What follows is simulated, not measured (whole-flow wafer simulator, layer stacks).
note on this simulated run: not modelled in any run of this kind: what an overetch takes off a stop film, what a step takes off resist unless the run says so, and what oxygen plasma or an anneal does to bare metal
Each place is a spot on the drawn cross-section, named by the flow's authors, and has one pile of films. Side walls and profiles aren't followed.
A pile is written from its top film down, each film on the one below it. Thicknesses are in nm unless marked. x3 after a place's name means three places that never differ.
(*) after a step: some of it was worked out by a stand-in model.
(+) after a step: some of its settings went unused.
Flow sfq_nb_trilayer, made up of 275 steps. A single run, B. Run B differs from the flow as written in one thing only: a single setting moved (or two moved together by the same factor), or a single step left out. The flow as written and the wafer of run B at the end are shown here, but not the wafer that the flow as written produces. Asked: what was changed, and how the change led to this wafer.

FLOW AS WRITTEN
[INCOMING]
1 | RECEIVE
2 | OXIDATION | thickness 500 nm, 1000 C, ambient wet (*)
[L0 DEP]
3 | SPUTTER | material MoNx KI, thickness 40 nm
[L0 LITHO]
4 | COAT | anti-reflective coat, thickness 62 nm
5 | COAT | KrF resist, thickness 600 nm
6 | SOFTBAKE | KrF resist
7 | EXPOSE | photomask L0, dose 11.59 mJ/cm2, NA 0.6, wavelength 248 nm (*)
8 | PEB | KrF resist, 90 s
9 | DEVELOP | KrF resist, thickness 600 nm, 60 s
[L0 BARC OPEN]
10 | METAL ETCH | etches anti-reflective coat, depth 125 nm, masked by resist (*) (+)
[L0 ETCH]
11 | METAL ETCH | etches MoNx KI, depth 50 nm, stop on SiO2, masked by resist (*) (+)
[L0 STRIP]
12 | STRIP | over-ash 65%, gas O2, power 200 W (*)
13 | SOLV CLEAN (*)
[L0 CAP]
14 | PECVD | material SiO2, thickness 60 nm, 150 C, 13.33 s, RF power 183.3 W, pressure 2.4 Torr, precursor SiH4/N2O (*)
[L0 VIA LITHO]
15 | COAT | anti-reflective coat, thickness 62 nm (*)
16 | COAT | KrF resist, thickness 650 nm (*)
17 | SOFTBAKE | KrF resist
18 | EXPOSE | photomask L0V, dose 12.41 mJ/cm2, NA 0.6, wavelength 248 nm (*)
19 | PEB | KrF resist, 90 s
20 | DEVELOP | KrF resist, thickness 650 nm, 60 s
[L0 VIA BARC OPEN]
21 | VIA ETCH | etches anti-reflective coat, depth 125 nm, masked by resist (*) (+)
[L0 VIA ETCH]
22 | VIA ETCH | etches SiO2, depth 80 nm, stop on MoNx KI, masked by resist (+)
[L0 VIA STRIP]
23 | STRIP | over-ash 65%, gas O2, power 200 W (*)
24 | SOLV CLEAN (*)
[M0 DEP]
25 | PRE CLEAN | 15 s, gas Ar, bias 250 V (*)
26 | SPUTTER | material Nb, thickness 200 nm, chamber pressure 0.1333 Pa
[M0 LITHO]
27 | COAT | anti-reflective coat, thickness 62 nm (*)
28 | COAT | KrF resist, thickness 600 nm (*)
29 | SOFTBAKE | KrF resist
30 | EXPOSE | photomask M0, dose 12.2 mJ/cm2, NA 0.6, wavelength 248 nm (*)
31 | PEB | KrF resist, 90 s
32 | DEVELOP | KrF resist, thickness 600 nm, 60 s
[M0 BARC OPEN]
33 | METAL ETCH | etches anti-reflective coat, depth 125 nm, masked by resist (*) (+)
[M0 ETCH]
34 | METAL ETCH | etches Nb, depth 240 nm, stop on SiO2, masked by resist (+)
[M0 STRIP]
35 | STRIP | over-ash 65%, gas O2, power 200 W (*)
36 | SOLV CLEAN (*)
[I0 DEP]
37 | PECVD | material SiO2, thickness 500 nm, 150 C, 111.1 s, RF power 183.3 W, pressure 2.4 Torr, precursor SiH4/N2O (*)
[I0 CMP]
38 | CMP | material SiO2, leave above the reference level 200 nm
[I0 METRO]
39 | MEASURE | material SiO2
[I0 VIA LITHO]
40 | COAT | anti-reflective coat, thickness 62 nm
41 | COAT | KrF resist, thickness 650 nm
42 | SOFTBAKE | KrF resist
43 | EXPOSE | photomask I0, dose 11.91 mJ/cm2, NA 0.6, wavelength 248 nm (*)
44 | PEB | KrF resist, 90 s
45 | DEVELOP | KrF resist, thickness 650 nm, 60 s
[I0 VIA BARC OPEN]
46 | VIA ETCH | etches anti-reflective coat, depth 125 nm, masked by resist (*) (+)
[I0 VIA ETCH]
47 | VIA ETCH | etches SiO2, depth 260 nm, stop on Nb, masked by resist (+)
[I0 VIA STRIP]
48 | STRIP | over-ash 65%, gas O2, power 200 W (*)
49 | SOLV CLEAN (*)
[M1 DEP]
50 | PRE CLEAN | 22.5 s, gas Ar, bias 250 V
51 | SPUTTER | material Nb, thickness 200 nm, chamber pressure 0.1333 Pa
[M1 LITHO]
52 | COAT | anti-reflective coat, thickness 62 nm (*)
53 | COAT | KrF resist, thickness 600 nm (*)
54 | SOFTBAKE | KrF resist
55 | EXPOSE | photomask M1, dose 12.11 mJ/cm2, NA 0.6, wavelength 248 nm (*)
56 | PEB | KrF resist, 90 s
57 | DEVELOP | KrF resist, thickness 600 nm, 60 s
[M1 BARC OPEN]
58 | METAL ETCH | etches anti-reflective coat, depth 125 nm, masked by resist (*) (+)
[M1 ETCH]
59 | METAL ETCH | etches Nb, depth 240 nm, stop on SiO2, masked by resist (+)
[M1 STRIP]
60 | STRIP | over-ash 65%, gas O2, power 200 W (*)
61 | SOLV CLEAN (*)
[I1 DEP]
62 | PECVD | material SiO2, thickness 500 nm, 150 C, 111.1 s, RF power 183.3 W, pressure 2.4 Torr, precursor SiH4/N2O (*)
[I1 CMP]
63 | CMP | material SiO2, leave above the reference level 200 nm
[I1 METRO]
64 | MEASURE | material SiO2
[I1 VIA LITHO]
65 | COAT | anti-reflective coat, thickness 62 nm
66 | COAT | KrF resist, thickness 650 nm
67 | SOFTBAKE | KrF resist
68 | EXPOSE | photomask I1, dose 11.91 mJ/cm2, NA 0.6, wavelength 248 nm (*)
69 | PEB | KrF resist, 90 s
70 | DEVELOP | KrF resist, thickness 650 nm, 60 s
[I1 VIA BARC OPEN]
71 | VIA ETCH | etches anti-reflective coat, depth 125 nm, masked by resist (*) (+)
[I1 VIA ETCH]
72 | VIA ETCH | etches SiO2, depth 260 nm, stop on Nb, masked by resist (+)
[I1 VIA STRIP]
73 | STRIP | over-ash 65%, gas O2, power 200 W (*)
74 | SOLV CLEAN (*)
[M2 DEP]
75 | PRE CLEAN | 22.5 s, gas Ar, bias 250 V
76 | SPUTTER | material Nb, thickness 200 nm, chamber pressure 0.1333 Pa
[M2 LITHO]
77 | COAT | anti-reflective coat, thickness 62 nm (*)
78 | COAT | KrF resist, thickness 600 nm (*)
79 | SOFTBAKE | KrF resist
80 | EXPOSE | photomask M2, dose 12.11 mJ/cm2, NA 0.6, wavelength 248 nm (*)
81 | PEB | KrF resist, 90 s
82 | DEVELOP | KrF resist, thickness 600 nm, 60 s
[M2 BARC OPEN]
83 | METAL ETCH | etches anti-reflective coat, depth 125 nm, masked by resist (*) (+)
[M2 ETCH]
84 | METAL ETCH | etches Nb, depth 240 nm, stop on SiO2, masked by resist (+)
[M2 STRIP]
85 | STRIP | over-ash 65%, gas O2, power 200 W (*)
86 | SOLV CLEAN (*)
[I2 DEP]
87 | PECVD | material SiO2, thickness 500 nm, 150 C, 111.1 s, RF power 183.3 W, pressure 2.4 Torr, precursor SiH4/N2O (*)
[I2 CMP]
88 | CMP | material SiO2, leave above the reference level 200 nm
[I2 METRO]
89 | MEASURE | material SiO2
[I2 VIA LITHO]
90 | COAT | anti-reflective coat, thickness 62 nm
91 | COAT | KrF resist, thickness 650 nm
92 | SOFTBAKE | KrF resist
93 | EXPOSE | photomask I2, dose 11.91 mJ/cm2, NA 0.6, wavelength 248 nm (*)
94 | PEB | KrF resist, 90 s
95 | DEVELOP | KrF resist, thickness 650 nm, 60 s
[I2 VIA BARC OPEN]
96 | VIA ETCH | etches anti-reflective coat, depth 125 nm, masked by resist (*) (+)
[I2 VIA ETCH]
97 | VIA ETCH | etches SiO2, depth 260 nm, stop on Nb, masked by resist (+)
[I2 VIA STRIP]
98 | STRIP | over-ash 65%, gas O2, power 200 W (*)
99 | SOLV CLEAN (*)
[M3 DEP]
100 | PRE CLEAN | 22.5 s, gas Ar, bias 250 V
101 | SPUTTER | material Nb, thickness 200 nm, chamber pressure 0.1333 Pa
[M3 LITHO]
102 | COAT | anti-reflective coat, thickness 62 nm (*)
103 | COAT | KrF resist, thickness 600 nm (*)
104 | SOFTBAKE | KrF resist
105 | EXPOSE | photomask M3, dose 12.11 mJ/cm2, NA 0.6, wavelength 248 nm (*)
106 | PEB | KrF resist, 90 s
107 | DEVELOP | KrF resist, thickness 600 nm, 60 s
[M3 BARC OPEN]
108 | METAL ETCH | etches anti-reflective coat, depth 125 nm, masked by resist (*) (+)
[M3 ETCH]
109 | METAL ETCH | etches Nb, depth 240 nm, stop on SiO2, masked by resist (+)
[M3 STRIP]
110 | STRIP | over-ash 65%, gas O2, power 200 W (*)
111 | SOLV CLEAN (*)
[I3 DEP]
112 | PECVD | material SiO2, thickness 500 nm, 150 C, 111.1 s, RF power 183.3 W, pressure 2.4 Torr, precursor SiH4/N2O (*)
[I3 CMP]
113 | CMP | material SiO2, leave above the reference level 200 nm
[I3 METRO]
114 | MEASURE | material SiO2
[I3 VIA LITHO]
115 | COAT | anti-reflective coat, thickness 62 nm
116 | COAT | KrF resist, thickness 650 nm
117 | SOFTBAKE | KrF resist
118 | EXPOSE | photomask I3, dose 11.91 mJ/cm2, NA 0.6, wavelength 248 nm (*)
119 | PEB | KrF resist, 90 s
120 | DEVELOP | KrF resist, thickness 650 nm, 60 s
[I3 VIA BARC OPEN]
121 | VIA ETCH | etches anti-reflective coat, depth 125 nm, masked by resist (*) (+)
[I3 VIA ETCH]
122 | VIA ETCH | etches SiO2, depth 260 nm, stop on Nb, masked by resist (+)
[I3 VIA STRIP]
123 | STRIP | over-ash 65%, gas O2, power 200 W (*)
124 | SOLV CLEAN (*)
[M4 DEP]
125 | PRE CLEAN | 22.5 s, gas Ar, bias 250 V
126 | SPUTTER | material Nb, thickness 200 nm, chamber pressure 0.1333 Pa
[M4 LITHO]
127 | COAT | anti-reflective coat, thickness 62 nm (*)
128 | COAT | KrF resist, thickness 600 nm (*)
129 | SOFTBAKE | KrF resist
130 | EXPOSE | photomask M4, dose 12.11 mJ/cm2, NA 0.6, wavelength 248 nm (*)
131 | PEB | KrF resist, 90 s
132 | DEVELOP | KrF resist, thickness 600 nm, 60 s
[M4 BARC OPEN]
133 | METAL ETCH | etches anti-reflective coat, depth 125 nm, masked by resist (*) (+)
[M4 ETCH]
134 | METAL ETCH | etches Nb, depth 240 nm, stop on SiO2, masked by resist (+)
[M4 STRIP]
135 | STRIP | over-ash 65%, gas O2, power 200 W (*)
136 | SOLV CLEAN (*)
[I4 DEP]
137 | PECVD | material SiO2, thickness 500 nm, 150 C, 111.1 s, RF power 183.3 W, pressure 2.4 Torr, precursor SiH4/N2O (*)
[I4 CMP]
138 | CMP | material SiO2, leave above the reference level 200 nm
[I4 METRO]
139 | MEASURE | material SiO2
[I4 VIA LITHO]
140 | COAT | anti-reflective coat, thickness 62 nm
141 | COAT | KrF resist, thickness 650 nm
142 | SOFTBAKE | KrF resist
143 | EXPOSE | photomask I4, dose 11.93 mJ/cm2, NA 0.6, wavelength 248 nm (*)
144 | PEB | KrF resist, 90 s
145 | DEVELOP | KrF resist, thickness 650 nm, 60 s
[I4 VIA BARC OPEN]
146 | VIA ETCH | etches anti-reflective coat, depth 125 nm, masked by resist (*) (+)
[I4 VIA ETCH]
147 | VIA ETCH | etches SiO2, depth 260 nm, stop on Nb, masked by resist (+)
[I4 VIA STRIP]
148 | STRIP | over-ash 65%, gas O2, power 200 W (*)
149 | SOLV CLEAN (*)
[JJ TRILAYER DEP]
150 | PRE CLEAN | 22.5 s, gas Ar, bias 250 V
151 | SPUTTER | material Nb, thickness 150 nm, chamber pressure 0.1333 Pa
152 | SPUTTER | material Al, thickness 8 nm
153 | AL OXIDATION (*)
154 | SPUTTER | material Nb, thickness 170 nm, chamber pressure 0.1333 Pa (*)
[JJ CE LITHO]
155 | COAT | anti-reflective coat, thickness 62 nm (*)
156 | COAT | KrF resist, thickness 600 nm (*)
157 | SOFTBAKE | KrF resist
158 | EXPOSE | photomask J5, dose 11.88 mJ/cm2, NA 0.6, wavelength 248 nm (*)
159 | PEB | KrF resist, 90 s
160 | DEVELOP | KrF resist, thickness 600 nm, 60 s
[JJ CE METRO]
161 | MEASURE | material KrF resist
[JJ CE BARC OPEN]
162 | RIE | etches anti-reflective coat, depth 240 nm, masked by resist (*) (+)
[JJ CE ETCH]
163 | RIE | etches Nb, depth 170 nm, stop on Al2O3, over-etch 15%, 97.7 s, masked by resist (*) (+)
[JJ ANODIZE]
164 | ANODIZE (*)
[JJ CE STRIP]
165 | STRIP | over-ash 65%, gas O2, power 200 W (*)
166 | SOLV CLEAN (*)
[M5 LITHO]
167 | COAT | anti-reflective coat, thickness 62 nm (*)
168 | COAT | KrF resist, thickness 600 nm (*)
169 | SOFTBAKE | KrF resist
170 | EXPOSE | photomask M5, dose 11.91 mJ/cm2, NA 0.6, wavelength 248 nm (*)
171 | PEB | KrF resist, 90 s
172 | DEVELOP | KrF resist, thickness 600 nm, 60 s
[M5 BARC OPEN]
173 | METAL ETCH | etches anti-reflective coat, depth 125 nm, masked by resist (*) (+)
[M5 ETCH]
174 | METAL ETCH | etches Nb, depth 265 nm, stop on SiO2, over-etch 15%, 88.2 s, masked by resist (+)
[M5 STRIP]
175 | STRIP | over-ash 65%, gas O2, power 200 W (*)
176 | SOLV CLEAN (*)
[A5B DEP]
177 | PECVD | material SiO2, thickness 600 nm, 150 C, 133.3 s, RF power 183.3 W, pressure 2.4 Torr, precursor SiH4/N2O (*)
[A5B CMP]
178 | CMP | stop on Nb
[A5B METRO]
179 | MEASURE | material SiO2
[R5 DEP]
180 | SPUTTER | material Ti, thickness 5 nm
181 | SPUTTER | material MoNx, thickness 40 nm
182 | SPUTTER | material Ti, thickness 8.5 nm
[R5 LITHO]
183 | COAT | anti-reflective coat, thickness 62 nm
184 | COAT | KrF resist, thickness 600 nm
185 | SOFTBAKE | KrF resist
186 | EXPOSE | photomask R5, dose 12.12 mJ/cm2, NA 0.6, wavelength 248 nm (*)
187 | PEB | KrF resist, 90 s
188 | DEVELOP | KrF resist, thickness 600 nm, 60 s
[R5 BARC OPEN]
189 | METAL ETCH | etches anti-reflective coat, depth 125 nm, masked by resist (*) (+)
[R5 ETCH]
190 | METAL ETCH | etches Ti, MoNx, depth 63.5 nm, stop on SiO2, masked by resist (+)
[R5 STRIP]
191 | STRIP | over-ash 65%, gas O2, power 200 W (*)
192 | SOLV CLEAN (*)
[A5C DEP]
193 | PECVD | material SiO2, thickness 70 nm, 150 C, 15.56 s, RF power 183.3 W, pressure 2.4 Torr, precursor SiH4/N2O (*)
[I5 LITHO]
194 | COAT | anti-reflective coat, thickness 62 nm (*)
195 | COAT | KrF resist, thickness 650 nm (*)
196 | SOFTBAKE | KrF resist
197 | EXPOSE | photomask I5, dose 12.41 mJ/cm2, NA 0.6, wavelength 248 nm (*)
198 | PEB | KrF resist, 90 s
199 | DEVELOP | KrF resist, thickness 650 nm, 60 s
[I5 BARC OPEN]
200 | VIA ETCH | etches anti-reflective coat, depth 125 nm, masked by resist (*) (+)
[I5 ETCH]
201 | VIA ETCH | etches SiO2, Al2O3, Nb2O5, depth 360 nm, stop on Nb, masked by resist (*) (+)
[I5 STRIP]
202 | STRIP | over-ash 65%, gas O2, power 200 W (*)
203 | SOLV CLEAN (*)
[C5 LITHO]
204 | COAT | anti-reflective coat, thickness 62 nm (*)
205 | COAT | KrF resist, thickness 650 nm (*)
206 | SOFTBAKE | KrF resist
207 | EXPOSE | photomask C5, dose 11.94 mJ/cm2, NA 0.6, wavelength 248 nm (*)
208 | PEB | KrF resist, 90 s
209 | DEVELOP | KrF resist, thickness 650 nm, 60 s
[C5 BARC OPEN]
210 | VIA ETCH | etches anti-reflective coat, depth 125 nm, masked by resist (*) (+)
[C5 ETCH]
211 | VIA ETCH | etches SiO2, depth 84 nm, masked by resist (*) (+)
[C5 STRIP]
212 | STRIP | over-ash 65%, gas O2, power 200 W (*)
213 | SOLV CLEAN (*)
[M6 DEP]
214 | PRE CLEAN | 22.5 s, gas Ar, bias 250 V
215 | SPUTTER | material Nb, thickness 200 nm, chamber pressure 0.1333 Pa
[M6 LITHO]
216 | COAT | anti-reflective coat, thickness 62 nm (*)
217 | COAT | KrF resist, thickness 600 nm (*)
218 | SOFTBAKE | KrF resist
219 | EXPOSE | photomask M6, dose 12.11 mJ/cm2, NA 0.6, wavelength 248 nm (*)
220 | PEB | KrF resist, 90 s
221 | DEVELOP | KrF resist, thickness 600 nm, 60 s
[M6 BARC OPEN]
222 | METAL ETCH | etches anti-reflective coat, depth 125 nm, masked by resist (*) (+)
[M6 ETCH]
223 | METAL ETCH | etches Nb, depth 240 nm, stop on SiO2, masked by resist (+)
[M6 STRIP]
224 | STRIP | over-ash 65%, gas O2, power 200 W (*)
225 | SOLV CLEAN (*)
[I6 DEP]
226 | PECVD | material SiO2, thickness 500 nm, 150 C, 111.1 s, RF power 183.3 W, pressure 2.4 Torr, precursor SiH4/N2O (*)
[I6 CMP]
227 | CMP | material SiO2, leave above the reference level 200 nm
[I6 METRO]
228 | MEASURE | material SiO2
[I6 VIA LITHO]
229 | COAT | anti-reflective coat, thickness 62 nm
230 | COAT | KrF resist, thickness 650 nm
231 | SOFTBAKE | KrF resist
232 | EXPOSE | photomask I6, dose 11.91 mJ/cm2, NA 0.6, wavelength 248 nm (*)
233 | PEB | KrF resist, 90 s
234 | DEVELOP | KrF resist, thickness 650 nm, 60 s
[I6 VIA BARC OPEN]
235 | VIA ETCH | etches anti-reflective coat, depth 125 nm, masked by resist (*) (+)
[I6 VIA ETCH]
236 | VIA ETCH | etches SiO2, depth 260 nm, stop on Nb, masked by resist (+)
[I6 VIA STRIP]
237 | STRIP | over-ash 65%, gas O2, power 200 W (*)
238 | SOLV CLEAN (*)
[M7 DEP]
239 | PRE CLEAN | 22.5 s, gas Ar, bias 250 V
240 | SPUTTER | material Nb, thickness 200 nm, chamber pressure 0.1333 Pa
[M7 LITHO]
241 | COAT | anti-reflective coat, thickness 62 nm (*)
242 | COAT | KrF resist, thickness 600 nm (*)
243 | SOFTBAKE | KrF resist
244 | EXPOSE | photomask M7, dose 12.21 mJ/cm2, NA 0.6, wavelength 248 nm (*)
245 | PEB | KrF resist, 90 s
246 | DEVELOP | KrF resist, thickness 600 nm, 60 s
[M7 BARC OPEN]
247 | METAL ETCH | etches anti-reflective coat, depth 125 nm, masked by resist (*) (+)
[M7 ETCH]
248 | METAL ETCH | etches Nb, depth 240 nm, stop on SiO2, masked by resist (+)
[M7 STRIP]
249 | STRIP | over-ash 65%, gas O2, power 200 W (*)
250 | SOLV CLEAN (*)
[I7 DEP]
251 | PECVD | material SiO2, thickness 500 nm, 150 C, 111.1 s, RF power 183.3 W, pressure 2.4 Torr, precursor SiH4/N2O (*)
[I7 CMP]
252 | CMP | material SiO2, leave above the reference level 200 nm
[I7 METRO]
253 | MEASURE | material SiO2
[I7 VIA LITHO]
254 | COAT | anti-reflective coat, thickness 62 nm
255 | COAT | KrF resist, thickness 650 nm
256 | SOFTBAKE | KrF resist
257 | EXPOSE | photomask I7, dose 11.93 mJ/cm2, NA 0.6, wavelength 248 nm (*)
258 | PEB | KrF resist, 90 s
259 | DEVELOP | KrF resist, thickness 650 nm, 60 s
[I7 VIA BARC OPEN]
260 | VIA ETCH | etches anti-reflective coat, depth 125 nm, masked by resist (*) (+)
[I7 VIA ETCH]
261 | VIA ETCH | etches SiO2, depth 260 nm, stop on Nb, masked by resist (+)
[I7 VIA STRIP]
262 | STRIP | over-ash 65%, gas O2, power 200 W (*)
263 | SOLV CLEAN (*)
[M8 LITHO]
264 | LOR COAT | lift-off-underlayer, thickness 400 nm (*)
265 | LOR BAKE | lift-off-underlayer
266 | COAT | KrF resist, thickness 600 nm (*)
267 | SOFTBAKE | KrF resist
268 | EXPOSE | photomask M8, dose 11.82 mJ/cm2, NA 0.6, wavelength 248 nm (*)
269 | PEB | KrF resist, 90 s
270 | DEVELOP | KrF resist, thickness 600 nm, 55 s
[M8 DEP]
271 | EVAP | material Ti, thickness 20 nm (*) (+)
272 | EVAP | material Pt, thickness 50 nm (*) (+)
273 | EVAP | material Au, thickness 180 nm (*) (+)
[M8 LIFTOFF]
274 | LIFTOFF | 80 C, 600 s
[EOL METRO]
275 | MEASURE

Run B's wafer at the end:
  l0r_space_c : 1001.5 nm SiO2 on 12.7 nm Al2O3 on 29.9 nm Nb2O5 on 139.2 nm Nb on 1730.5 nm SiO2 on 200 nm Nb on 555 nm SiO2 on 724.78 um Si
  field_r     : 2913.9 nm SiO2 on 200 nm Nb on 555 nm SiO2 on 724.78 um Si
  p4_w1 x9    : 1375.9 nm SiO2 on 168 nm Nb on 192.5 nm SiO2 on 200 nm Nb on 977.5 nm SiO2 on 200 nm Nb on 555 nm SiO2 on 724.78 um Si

What caused this: step 126, SPUTTER: thickness 168 nm was run, though the flow has thickness 200 nm.
The wafer lets one read it off: p4_w1 x9 has Nb 168, and step 126 as written asks for 200 nm.

The path from the change to this, step by step:
  126 | SPUTTER | material Nb, thickness 200 nm, chamber pressure 0.1333 Pa
      field_l, v_sur, via_wl and 102 more: +168 Nb (new film) (it would be, as written: +200 Nb (new film))
      via_v: +138.8 Nb (it would be, as written: +165.5 Nb)
  134 | METAL ETCH | etches Nb, depth 240 nm, stop on SiO2, masked by resist (+)
      field_l, be, be_sur and 64 more: -168 Nb (all of it) (it would be, as written: -200 Nb (all of it))
  137 | PECVD | material SiO2, thickness 500 nm, 150 C, 111.1 s, RF power 183.3 W, pressure 2.4 Torr, precursor SiH4/N2O (*)
      p3_s0 x6: +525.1 SiO2 (it would be, as written: +557.1 SiO2)
  138 | CMP | material SiO2, leave above the reference level 200 nm
      field_l, be, be_sur and 55 more: -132 SiO2 (it would be, as written: -100 SiO2)
      lsp_r, l0_sur, l0v: -125.2 SiO2 (it would be, as written: -91.9 SiO2)
